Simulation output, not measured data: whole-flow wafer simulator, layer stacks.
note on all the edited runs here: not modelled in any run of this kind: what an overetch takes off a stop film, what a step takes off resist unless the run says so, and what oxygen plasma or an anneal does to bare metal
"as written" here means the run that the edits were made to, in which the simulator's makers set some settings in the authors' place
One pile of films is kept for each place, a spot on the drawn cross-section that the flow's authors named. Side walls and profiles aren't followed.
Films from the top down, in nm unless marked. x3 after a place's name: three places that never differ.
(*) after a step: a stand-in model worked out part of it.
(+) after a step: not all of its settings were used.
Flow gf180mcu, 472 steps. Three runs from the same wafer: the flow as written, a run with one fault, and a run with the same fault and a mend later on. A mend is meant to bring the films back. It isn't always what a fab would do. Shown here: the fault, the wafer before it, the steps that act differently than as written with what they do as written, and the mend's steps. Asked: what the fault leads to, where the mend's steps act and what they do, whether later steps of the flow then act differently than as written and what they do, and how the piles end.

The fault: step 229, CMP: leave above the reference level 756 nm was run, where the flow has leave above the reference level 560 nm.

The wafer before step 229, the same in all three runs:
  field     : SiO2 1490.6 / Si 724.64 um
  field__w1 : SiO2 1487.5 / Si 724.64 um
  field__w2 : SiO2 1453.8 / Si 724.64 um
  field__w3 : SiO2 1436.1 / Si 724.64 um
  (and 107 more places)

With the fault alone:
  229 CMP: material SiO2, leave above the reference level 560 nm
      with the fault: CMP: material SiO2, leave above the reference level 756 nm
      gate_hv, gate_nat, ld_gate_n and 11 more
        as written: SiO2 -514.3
        with the fault: SiO2 -318.3
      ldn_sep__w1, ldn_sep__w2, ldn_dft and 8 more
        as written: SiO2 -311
        with the fault: SiO2 -115
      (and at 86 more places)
  Later steps of the flow that act differently than as written:
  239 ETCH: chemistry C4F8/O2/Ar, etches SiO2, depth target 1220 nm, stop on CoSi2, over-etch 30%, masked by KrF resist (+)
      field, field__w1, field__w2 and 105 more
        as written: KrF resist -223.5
        with the fault: KrF resist -244
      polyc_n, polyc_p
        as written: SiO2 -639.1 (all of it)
        with the fault: SiO2 -835.1 (all of it)
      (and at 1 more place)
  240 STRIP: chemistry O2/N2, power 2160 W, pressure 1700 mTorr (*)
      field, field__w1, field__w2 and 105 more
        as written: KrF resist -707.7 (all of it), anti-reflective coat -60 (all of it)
        with the fault: KrF resist -687.2 (all of it), anti-reflective coat -60 (all of it)
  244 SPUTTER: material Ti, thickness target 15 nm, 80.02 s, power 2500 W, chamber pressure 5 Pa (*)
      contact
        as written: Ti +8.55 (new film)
        with the fault: Ti +7.63 (new film)
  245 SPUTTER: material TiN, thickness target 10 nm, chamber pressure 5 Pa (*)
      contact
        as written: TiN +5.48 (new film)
        with the fault: TiN +4.91 (new film)
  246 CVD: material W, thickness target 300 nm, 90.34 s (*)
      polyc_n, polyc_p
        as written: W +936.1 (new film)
        with the fault: W +1132.1 (new film)
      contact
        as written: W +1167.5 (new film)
        with the fault: W +1365 (new film)
  At the end the piles differ from the flow's by more than 2% or 0.5 nm, whichever is larger, at field, field__w1, field__w2 and 109 more.
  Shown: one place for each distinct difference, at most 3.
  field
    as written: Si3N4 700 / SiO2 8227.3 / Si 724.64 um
    with the fault: Si3N4 700 / SiO2 8423.3 / Si 724.64 um
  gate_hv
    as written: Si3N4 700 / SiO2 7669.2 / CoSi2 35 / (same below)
    with the fault: Si3N4 700 / SiO2 7865.2 / CoSi2 35 / (same below)
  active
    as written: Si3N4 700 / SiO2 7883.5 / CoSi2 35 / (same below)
    with the fault: Si3N4 700 / SiO2 8079.5 / CoSi2 35 / (same below)

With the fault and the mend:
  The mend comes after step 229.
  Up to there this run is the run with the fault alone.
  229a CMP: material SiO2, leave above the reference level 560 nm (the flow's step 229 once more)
      field, field__w1, field__w2 and 108 more
        SiO2 -196
  No later step of the flow acts differently than as written at any place that is followed.
  At the end the piles are the same as the flow's at every place that both follow.
